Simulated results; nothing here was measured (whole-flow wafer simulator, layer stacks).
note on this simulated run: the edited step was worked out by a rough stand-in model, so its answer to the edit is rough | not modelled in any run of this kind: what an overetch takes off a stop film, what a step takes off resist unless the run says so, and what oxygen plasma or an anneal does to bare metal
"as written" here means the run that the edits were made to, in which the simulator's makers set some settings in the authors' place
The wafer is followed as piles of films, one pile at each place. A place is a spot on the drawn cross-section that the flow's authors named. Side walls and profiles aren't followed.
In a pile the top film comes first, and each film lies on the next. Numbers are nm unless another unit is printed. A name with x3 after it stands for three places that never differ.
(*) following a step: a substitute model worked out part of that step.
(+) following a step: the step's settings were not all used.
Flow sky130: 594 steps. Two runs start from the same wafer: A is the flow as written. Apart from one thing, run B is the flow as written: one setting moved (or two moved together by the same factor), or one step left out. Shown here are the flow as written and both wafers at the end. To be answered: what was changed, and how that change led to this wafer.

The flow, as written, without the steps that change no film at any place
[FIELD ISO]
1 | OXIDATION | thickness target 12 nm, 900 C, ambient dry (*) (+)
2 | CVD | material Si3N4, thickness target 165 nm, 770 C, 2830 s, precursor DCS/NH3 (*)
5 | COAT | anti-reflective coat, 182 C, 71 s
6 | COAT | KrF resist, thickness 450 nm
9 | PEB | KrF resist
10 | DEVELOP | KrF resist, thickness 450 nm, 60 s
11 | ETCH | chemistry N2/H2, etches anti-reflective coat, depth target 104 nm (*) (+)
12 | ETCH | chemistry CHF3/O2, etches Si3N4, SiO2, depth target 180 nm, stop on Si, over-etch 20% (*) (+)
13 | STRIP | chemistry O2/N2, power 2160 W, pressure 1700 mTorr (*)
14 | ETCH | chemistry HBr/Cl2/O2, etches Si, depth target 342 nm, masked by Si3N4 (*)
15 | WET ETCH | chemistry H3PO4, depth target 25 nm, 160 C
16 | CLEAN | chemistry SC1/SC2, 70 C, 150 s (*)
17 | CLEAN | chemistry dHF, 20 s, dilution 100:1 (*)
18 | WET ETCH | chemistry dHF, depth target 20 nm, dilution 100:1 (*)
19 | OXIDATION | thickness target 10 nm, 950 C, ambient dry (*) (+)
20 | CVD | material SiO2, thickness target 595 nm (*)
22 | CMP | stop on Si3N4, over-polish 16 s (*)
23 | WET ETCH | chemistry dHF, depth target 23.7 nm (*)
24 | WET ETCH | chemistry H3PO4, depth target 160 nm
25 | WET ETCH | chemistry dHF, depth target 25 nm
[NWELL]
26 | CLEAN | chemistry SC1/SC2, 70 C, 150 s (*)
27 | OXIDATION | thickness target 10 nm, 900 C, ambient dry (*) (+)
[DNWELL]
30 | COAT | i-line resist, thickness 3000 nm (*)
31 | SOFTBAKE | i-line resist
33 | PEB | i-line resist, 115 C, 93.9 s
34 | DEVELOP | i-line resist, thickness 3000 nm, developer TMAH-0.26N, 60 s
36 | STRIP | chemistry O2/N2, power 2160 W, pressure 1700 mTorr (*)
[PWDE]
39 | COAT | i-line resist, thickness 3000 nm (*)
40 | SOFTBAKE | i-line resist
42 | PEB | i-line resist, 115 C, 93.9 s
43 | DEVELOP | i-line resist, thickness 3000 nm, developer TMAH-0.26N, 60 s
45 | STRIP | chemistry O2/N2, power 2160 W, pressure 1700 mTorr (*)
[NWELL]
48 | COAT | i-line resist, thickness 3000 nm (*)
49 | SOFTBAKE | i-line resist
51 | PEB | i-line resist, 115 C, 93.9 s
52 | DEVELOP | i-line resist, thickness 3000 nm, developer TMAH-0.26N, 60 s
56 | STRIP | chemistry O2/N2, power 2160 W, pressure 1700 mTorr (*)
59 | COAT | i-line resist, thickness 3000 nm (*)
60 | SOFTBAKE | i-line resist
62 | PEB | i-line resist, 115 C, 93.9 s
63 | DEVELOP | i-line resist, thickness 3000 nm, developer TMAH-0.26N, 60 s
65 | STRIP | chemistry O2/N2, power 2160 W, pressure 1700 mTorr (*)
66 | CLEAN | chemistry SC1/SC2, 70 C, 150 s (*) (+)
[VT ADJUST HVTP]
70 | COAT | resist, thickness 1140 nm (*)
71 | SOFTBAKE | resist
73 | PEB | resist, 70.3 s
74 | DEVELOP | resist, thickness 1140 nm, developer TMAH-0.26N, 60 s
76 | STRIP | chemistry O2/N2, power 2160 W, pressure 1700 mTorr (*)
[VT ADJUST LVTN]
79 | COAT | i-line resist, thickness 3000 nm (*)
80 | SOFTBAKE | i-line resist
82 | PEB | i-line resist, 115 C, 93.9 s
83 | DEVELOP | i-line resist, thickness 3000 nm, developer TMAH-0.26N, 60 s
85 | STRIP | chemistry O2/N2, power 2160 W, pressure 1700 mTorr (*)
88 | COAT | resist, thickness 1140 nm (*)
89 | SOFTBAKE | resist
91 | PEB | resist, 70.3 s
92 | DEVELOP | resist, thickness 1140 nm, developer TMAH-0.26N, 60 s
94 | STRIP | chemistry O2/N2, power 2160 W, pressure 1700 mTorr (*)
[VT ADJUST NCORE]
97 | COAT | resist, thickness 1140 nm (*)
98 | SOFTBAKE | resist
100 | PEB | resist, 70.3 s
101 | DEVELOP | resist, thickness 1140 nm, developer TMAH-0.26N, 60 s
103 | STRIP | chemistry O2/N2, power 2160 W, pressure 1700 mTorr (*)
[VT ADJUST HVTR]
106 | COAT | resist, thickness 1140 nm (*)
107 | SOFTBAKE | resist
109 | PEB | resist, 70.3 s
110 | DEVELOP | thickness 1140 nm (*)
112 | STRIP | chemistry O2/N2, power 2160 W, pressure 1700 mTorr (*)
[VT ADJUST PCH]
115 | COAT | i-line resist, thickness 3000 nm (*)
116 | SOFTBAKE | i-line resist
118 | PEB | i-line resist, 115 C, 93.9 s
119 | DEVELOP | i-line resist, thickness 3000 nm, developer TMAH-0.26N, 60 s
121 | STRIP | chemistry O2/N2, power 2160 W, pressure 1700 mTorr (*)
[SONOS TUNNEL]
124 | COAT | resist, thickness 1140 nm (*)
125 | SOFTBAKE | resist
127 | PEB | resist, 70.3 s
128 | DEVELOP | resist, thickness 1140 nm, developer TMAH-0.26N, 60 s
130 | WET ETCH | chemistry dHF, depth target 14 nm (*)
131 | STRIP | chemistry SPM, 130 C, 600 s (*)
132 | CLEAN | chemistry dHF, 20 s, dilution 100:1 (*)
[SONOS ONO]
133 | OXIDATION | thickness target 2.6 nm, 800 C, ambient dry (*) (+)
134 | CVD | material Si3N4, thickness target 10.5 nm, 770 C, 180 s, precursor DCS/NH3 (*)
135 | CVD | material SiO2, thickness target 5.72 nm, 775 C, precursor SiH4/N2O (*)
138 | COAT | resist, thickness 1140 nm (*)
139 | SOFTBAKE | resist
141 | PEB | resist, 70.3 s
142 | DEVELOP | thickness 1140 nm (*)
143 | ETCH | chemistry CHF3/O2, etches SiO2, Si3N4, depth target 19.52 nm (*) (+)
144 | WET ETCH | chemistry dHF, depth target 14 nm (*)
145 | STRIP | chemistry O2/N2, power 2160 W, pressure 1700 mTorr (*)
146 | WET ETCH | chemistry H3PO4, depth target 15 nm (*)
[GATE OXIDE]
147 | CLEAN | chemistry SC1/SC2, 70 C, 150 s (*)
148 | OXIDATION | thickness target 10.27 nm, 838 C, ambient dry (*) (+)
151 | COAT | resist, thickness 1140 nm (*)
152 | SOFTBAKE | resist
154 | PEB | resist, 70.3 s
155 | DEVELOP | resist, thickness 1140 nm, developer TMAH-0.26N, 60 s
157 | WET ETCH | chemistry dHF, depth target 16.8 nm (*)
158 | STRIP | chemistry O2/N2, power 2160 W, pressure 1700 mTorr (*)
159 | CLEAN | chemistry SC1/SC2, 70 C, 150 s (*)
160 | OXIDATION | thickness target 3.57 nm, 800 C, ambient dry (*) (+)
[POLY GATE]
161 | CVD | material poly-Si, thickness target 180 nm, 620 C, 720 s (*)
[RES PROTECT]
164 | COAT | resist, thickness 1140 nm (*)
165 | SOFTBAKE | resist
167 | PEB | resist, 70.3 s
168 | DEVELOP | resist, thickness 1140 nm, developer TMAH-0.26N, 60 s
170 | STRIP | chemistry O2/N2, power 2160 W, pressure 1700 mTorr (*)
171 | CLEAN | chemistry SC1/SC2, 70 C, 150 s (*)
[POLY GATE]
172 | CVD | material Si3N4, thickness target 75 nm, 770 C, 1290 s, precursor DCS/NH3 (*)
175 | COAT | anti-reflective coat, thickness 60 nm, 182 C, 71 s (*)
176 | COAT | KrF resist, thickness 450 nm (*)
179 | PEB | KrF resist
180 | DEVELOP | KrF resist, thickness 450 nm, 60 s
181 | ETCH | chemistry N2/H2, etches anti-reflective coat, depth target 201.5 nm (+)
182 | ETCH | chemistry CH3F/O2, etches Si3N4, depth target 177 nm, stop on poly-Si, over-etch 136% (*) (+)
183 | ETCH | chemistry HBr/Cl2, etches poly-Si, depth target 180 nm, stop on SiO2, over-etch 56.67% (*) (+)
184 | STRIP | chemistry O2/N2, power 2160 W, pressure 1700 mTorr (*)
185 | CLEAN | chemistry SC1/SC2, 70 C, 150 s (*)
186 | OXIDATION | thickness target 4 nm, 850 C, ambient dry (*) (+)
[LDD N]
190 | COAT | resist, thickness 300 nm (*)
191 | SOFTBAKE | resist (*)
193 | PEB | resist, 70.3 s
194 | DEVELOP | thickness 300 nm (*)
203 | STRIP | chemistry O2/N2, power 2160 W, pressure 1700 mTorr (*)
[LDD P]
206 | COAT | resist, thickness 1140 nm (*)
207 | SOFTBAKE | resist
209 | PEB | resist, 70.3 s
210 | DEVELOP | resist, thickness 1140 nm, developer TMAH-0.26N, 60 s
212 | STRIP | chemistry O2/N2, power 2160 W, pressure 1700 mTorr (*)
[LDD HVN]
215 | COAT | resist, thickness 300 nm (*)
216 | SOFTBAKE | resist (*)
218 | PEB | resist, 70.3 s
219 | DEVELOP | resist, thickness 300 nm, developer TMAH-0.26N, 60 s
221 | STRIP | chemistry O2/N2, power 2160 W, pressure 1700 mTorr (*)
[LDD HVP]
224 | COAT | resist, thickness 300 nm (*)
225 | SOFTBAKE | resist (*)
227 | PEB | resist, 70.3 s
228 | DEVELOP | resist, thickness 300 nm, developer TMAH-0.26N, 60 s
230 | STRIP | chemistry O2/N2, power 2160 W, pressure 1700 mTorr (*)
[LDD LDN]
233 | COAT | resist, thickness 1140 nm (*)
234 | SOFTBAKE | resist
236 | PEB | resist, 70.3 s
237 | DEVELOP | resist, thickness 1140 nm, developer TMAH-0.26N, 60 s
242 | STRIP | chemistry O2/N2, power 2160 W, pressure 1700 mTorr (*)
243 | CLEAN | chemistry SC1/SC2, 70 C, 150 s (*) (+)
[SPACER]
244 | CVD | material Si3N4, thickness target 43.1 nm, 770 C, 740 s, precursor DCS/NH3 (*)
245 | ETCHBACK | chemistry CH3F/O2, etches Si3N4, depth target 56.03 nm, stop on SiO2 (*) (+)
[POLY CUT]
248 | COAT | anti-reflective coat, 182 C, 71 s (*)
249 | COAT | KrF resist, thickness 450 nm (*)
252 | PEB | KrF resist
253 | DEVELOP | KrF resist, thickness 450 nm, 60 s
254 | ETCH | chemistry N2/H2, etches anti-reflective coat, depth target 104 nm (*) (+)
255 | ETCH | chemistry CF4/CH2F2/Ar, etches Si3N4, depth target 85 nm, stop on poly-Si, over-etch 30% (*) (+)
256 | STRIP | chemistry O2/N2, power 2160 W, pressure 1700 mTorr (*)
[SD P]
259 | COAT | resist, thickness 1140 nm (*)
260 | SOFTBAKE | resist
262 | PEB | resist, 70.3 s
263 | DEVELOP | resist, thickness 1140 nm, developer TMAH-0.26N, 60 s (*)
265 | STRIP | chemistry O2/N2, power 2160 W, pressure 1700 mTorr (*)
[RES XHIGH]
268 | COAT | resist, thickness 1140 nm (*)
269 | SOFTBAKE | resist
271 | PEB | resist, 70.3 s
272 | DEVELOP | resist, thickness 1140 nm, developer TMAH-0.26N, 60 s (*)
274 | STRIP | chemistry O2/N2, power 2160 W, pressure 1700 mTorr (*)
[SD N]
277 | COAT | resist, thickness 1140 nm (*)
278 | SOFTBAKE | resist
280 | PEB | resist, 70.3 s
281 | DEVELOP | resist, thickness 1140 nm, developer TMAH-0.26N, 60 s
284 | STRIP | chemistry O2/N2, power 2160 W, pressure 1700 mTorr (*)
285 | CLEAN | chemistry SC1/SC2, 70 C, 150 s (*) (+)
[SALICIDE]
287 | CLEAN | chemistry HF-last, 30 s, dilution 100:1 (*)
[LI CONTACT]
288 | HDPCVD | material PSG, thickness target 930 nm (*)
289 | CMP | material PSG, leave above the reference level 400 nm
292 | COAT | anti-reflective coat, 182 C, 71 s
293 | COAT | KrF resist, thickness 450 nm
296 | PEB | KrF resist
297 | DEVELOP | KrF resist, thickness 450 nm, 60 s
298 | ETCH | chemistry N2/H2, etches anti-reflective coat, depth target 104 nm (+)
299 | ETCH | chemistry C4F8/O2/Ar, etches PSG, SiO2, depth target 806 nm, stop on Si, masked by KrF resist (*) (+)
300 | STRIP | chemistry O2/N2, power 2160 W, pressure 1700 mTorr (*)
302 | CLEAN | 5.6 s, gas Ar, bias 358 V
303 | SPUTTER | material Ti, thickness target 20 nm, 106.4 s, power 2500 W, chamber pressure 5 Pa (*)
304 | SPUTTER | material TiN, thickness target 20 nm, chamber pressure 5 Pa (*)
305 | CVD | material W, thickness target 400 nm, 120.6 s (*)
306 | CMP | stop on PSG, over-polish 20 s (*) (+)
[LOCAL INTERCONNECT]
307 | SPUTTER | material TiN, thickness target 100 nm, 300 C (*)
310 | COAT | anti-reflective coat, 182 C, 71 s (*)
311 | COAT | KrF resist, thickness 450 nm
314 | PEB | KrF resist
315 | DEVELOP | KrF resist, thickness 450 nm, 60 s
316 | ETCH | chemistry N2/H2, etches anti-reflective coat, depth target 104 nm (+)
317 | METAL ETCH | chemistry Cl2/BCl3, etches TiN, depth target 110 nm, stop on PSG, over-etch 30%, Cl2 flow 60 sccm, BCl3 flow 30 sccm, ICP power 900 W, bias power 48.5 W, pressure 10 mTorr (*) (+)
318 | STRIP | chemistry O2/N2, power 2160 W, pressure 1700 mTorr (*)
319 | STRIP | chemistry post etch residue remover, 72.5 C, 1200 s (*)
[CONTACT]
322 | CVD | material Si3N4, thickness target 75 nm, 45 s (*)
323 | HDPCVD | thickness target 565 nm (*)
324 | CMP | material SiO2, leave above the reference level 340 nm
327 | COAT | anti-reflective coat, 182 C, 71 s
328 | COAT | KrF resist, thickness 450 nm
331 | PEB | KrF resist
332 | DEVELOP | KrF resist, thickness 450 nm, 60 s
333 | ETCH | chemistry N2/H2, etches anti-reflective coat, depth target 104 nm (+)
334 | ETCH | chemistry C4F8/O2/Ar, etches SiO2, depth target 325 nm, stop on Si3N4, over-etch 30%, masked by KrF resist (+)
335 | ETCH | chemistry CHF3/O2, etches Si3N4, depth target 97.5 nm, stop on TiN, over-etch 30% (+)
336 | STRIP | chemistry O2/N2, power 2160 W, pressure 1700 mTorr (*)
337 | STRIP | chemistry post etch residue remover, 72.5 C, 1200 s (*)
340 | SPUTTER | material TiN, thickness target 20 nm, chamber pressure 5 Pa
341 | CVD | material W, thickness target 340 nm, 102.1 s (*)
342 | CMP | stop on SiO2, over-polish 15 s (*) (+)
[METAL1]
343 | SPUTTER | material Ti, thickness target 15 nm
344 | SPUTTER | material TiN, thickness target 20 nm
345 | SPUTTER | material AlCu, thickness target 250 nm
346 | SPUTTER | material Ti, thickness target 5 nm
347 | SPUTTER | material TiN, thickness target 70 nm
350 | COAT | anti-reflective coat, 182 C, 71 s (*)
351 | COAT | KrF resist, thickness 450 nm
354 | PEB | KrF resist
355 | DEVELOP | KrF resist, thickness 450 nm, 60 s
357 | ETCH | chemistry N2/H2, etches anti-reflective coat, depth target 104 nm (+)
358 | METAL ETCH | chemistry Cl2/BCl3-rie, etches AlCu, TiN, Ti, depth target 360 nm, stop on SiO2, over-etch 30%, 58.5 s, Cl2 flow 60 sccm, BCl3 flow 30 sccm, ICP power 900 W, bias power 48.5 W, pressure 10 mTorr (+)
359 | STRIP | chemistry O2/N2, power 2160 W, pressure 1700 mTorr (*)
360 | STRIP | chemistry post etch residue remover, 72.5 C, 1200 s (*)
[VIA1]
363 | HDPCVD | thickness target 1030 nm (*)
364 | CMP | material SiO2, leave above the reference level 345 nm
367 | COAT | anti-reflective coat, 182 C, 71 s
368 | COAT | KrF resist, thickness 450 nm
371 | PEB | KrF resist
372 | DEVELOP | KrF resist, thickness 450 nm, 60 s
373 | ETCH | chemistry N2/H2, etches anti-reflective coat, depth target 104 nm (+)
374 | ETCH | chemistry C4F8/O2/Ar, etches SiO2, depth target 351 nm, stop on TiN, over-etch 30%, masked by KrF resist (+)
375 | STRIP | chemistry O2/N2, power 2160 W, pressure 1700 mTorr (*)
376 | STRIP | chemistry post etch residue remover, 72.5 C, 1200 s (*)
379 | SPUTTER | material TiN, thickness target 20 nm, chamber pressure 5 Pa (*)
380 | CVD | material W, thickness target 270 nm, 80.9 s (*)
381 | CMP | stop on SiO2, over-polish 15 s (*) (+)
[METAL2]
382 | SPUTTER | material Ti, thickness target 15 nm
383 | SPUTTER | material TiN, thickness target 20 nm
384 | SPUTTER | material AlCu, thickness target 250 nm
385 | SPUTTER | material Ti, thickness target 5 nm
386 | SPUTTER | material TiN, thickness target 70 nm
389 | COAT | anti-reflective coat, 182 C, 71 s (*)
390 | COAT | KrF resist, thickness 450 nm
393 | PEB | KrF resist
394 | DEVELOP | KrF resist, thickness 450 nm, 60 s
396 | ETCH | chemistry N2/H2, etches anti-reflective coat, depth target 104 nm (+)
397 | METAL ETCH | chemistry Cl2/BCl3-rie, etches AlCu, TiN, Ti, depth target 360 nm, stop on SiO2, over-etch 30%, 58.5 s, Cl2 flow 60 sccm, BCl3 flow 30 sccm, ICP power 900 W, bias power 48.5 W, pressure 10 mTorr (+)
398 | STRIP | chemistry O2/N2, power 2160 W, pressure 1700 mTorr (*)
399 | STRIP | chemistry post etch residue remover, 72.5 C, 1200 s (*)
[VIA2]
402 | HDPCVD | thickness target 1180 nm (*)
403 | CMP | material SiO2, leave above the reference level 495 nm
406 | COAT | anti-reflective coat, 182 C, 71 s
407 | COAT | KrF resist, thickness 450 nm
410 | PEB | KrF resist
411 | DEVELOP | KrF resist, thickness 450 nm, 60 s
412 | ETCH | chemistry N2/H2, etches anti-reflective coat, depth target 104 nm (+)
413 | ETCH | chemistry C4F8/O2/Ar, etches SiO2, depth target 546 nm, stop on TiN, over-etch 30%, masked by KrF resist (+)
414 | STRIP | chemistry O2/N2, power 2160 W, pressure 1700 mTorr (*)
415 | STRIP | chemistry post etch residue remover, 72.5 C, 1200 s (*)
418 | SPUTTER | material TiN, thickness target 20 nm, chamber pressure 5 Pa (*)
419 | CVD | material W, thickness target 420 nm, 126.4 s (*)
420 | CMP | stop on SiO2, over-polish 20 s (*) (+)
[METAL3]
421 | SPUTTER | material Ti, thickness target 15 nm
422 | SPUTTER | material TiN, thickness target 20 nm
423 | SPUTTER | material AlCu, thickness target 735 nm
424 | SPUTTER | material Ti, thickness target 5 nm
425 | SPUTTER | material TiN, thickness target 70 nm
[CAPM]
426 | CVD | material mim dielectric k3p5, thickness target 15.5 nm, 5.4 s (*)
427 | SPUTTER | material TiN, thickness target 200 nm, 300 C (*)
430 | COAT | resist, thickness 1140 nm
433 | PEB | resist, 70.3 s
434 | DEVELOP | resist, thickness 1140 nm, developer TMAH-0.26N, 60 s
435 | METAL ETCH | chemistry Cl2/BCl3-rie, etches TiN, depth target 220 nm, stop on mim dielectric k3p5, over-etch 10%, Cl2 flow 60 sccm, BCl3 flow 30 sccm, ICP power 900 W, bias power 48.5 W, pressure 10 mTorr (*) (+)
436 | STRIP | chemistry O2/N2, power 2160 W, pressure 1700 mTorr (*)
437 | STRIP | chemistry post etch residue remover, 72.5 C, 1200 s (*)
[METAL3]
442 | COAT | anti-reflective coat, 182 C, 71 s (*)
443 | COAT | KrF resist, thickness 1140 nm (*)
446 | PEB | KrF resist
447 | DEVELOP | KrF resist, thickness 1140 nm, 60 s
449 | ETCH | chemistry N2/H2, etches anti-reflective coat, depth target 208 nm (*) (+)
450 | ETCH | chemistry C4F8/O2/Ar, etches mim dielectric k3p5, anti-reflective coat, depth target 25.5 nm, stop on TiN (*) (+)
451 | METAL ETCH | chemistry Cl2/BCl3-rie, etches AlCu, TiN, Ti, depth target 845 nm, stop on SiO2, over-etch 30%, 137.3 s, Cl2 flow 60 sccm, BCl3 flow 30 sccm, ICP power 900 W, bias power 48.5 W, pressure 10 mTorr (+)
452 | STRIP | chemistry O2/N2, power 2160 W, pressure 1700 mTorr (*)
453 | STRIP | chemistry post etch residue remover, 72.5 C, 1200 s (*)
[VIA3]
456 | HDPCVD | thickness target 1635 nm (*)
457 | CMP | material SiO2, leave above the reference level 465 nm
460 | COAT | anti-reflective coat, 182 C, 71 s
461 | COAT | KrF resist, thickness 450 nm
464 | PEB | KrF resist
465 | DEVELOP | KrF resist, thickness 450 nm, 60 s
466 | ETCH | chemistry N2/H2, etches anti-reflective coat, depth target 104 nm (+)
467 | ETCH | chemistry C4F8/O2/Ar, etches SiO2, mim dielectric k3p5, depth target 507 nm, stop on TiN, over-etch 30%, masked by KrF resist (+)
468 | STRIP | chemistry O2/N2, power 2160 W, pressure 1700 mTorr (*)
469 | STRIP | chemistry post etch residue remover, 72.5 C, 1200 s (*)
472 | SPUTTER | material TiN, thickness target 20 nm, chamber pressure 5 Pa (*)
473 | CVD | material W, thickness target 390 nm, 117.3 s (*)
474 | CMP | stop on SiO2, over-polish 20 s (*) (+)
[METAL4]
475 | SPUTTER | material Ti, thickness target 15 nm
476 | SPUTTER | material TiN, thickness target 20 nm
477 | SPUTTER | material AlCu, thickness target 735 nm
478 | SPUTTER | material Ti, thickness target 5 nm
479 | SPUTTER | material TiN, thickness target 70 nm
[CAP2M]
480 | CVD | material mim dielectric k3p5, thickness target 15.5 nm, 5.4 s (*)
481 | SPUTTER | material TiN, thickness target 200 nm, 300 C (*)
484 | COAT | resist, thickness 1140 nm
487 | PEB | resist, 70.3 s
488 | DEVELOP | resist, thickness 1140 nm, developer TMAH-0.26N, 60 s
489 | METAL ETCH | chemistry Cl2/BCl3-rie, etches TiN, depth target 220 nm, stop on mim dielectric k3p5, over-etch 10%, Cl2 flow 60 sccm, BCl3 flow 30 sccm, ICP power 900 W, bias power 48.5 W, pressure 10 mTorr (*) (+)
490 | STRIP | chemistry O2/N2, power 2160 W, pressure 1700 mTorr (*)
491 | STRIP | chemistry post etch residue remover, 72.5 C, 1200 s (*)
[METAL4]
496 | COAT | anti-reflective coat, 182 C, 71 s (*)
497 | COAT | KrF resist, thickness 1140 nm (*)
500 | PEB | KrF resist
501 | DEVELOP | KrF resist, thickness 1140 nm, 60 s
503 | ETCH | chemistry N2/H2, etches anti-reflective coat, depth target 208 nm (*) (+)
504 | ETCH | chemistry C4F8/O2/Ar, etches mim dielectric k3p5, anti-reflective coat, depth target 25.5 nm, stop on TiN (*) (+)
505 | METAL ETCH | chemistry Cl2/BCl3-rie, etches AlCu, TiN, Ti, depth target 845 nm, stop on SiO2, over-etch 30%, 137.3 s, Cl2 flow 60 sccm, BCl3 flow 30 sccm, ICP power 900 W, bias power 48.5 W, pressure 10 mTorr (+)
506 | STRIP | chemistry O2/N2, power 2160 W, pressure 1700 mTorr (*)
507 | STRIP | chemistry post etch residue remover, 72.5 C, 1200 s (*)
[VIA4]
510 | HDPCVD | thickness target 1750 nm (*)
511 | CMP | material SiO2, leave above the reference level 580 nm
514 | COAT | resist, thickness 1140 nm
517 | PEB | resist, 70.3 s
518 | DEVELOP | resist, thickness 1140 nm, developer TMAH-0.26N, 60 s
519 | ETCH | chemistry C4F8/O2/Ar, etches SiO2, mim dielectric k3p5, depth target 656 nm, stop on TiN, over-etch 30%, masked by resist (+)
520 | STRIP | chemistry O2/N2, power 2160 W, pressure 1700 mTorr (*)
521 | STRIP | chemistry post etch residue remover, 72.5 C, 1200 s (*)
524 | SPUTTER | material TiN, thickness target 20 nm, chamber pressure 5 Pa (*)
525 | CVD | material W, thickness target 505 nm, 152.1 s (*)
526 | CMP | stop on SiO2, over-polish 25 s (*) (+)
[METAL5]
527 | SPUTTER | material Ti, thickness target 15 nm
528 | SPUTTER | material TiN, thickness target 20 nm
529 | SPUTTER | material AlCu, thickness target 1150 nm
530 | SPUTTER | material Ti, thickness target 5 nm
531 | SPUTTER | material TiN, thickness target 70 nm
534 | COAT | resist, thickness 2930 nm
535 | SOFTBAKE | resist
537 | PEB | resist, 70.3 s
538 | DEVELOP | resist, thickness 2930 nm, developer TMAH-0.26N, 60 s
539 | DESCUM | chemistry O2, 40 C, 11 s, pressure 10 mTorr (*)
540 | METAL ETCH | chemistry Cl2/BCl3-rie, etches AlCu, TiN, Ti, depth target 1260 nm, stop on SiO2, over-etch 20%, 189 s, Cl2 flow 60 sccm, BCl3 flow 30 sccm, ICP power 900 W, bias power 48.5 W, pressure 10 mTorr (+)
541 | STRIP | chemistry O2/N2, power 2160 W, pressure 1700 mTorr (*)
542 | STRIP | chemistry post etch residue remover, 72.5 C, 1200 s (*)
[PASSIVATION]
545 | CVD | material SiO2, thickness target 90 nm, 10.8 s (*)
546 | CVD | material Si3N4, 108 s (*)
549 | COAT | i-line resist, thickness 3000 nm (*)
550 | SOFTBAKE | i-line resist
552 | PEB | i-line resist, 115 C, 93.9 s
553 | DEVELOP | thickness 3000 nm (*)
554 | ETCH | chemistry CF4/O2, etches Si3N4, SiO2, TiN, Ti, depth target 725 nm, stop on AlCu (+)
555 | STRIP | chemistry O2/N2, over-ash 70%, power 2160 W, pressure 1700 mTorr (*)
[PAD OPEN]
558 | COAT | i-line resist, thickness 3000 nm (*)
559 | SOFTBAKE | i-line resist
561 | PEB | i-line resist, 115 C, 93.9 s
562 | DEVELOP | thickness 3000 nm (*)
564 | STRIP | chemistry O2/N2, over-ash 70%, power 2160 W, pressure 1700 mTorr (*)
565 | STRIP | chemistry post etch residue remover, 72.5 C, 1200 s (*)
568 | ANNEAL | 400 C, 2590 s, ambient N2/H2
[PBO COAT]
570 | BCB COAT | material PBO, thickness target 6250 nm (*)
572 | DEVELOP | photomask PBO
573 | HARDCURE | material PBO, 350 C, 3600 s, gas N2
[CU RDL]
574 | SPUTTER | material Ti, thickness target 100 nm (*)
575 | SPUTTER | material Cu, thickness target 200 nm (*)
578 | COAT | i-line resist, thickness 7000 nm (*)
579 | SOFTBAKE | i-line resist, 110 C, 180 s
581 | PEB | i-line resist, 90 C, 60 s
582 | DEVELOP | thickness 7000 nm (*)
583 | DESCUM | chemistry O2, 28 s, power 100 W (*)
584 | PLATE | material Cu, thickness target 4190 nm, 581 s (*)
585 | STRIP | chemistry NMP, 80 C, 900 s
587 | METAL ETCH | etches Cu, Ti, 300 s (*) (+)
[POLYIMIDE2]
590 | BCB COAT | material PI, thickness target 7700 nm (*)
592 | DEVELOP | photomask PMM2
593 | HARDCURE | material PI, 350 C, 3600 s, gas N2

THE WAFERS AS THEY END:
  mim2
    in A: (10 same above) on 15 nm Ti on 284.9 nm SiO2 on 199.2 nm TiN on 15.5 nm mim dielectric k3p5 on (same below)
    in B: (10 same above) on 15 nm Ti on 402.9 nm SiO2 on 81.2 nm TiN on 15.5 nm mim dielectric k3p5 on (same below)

Cause: step 481, SPUTTER: thickness target 82 nm was run, though the flow has thickness target 200 nm.

How this came from the change, step by step:
  481 | SPUTTER | material TiN, thickness target 200 nm, 300 C (*)
      field, active, n_well and 189 more: A +200 TiN (new film) | B +82 TiN (new film)
  489 | METAL ETCH | chemistry Cl2/BCl3-rie, etches TiN, depth target 220 nm, stop on mim dielectric k3p5, over-etch 10%, Cl2 flow 60 sccm, BCl3 flow 30 sccm, ICP power 900 W, bias power 48.5 W, pressure 10 mTorr (*) (+)
      field, active, n_well and 188 more: A -200 TiN (all of it) | B -82 TiN (all of it)
      mim2: A -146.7 resist | B -60.1 resist
  490 | STRIP | chemistry O2/N2, power 2160 W, pressure 1700 mTorr (*)
      mim2: A -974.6 resist (all of it) | B -1061.1 resist (all of it)
  496 | COAT | anti-reflective coat, 182 C, 71 s (*)
      iso_guard__w2: A +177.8 anti-reflective coat (new film) | B +107 anti-reflective coat (new film)
      mim2: A +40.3 anti-reflective coat (new film) | B +36.6 anti-reflective coat (new film)
  497 | COAT | KrF resist, thickness 1140 nm (*)
      iso_guard__w2: A +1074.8 KrF resist (new film) | B +1122.6 KrF resist (new film)
      mim2: A +1018.9 KrF resist (new film) | B +1112.6 KrF resist (new film)
  506 | STRIP | chemistry O2/N2, power 2160 W, pressure 1700 mTorr (*)
      iso_guard__w2: A -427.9 KrF resist (all of it), -177.8 anti-reflective coat (all of it) | B -475.6 KrF resist (all of it), -107 anti-reflective coat (all of it)
      mim2: A -372.1 KrF resist (all of it), -40.3 anti-reflective coat (all of it) | B -465.6 KrF resist (all of it), -36.6 anti-reflective coat (all of it)
  511 | CMP | material SiO2, leave above the reference level 580 nm
      mim2: A -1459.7 SiO2 | B -1341.7 SiO2
